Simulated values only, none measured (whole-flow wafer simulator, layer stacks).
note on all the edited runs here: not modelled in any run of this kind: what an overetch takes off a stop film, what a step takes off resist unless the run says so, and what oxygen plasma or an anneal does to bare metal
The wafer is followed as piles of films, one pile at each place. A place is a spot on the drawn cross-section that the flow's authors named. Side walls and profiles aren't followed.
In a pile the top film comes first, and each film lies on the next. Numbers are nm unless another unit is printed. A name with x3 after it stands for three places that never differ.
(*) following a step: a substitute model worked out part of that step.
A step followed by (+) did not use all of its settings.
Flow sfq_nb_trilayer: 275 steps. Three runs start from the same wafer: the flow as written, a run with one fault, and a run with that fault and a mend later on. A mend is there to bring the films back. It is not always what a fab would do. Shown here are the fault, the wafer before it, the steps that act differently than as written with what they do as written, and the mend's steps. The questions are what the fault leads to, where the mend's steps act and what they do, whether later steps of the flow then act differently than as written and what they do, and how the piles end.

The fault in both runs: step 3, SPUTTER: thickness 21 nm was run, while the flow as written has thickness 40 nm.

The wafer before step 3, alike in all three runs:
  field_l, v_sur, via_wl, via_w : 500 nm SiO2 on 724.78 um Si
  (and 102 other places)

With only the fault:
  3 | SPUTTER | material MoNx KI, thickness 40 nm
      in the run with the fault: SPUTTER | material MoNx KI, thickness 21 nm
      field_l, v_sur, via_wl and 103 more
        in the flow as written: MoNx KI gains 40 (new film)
        in the run with the fault: MoNx KI gains 21 (new film)
  Steps further on in the flow that do not act as written (8 more steps, not shown, differ only slightly: by at most 2% or 0.5 nm, whichever is larger):
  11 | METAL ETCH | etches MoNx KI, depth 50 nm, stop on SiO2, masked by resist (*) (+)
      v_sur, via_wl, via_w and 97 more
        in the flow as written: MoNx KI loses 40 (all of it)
        in the run with the fault: MoNx KI loses 21 (all of it)
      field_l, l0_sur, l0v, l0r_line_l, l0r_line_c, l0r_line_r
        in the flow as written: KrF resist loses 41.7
        in the run with the fault: KrF resist loses 26.2
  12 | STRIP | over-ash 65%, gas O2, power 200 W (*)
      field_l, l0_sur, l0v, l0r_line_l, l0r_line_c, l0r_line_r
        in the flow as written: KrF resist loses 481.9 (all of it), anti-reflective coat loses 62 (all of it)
        in the run with the fault: KrF resist loses 497.3 (all of it), anti-reflective coat loses 62 (all of it)
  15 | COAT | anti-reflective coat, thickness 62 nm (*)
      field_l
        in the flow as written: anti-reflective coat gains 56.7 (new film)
        in the run with the fault: anti-reflective coat gains 58.9 (new film)
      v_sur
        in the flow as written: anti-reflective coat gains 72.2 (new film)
        in the run with the fault: anti-reflective coat gains 67.5 (new film)
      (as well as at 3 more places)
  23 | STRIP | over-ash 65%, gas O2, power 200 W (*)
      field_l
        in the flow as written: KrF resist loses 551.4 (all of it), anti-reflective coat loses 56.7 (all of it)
        in the run with the fault: KrF resist loses 555.5 (all of it), anti-reflective coat loses 58.9 (all of it)
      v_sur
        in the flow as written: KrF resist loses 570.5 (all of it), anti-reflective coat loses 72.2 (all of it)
        in the run with the fault: KrF resist loses 565.1 (all of it), anti-reflective coat loses 67.5 (all of it)
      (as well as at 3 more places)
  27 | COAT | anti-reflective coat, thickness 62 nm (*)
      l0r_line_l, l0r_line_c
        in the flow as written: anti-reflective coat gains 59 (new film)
        in the run with the fault: anti-reflective coat gains 60.3 (new film)
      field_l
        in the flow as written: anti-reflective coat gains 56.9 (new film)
        in the run with the fault: anti-reflective coat gains 59.1 (new film)
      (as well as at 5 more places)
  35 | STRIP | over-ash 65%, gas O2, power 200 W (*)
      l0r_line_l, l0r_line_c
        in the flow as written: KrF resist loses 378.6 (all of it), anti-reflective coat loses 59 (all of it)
        in the run with the fault: KrF resist loses 380.4 (all of it), anti-reflective coat loses 60.3 (all of it)
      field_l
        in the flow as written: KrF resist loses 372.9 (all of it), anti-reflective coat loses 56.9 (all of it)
        in the run with the fault: KrF resist loses 377.4 (all of it), anti-reflective coat loses 59.1 (all of it)
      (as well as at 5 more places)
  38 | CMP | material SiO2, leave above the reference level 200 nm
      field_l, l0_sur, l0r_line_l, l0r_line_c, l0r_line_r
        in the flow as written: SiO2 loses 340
        in the run with the fault: SiO2 loses 321
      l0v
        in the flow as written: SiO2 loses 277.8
        in the run with the fault: SiO2 loses 258.8
  By the end, the piles at field_l, l0_sur, l0v, l0r_line_l, l0r_line_c, l0r_line_r depart from the flow's by more than 2% or 0.5 nm, whichever is larger.
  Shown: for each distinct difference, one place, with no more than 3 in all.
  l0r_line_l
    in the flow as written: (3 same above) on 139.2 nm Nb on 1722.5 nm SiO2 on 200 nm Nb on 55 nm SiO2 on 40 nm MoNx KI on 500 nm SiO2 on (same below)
    in the run with the fault: (3 same above) on 139.2 nm Nb on 1741.5 nm SiO2 on 200 nm Nb on 55 nm SiO2 on 21 nm MoNx KI on 500 nm SiO2 on (same below)
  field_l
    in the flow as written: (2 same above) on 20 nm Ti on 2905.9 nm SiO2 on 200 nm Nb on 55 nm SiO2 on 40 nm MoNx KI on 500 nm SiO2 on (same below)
    in the run with the fault: (2 same above) on 20 nm Ti on 2924.9 nm SiO2 on 200 nm Nb on 55 nm SiO2 on 21 nm MoNx KI on 500 nm SiO2 on (same below)
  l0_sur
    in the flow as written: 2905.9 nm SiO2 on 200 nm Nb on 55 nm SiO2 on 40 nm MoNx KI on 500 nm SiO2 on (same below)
    in the run with the fault: 2924.9 nm SiO2 on 200 nm Nb on 55 nm SiO2 on 21 nm MoNx KI on 500 nm SiO2 on (same below)

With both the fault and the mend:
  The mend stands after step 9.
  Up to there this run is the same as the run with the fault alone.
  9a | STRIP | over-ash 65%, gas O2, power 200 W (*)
      v_sur, via_wl, via_w and 97 more
        anti-reflective coat loses 62 (all of it)
      field_l, l0_sur, l0v, l0r_line_l, l0r_line_c, l0r_line_r
        KrF resist loses 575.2 (all of it), anti-reflective coat loses 62 (all of it)
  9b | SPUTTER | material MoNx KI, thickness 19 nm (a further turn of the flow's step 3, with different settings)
      field_l, v_sur, via_wl and 103 more
        MoNx KI gains 19
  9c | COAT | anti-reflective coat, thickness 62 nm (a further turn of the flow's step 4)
      field_l, v_sur, via_wl and 103 more
        anti-reflective coat gains 62 (new film)
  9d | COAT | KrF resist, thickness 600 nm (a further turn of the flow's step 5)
      field_l, v_sur, via_wl and 103 more
        KrF resist gains 600 (new film)
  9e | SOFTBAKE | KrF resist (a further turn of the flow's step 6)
      alters no film at any place that is followed
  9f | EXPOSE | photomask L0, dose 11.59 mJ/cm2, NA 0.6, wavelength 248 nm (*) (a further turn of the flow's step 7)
      alters no film at any place that is followed
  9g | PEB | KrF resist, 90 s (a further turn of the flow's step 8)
      field_l, v_sur, via_wl and 103 more
        KrF resist loses 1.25
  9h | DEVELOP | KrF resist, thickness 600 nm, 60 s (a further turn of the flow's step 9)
      v_sur, via_wl, via_w and 97 more
        KrF resist loses 598.7 (all of it)
      field_l, l0_sur, l0v, l0r_line_l, l0r_line_c, l0r_line_r
        KrF resist loses 23.5
  Every later step of the flow that is run acts as written at every place that is followed.
  By the end, the piles equal the flow's at every place that both follow.
